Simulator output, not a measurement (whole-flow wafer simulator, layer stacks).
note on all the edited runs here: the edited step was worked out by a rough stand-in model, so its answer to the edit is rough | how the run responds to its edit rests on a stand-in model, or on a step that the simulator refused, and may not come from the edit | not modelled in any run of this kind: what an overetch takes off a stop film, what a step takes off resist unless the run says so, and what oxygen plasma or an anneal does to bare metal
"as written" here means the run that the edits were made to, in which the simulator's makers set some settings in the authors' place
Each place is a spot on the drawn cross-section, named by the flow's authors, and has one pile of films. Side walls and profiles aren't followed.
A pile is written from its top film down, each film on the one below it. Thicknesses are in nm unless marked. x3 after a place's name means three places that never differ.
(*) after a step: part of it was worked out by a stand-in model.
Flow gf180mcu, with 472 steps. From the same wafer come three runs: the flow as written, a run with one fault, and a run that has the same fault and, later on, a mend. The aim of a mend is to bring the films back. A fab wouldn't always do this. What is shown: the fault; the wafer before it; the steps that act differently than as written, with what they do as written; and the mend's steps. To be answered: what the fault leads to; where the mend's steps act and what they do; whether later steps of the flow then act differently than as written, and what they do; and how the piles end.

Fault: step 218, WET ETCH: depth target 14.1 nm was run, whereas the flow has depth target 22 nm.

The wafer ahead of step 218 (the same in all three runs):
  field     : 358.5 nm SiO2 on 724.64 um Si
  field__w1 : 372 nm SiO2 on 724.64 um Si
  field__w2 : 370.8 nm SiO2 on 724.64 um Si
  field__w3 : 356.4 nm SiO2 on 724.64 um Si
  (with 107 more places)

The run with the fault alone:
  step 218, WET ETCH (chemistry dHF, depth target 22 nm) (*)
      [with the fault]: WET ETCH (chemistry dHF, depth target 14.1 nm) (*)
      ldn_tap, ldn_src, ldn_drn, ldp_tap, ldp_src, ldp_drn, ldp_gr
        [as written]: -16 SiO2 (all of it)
        [with the fault]: -14.6 SiO2
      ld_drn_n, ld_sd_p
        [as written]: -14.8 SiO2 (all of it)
        [with the fault]: -14.3 SiO2
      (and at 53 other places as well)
  Steps later in the flow that act otherwise than as written (7 other steps are not shown; they differ only slightly, by no more than 2% or 0.5 nm, whichever is larger):
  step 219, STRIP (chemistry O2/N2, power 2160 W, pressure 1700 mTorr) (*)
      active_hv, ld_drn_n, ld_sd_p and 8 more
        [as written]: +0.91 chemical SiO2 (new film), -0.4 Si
        [with the fault]: nothing
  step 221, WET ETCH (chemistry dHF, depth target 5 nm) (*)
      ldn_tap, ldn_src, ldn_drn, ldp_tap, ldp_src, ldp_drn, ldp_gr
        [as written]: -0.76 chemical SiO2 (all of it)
        [with the fault]: -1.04 SiO2 (all of it)
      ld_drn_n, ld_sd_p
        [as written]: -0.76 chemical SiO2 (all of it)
        [with the fault]: nothing
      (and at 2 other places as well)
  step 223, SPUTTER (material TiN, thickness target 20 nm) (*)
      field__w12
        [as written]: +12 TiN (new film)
        [with the fault]: +12.8 TiN (new film)
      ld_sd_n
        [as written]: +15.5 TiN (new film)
        [with the fault]: +16.2 TiN (new film)
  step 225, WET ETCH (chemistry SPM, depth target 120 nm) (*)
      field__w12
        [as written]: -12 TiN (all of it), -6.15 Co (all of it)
        [with the fault]: -12.8 TiN (all of it), -6.31 Co (all of it)
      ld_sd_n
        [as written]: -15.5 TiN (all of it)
        [with the fault]: -16.2 TiN (all of it)
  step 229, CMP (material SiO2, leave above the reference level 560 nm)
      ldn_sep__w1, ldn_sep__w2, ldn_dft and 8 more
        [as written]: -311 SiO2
        [with the fault]: -319.7 SiO2
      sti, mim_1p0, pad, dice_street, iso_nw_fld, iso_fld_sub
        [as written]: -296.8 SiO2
        [with the fault]: -305.5 SiO2
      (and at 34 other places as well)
  At the end the piles are close to the flow's at the places that both follow, differing by at most 2% or 0.5 nm, whichever is larger.

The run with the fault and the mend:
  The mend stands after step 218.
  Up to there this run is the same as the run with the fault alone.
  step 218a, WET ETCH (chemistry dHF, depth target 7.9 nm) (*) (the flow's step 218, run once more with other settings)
      field, field__w1, field__w2 and 47 more
        -7.9 SiO2
      ldn_tap, ldn_src, ldn_drn, ldp_tap, ldp_src, ldp_drn, ldp_gr
        -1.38 SiO2 (all of it)
      ld_drn_n, ld_sd_p
        -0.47 SiO2 (all of it)
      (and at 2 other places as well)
  Every later step of the flow that is run acts as written, at every place that is followed, to within 2% or 0.5 nm, whichever is larger.
  At the end the piles are close to the flow's at the places that both follow, differing by at most 2% or 0.5 nm, whichever is larger.
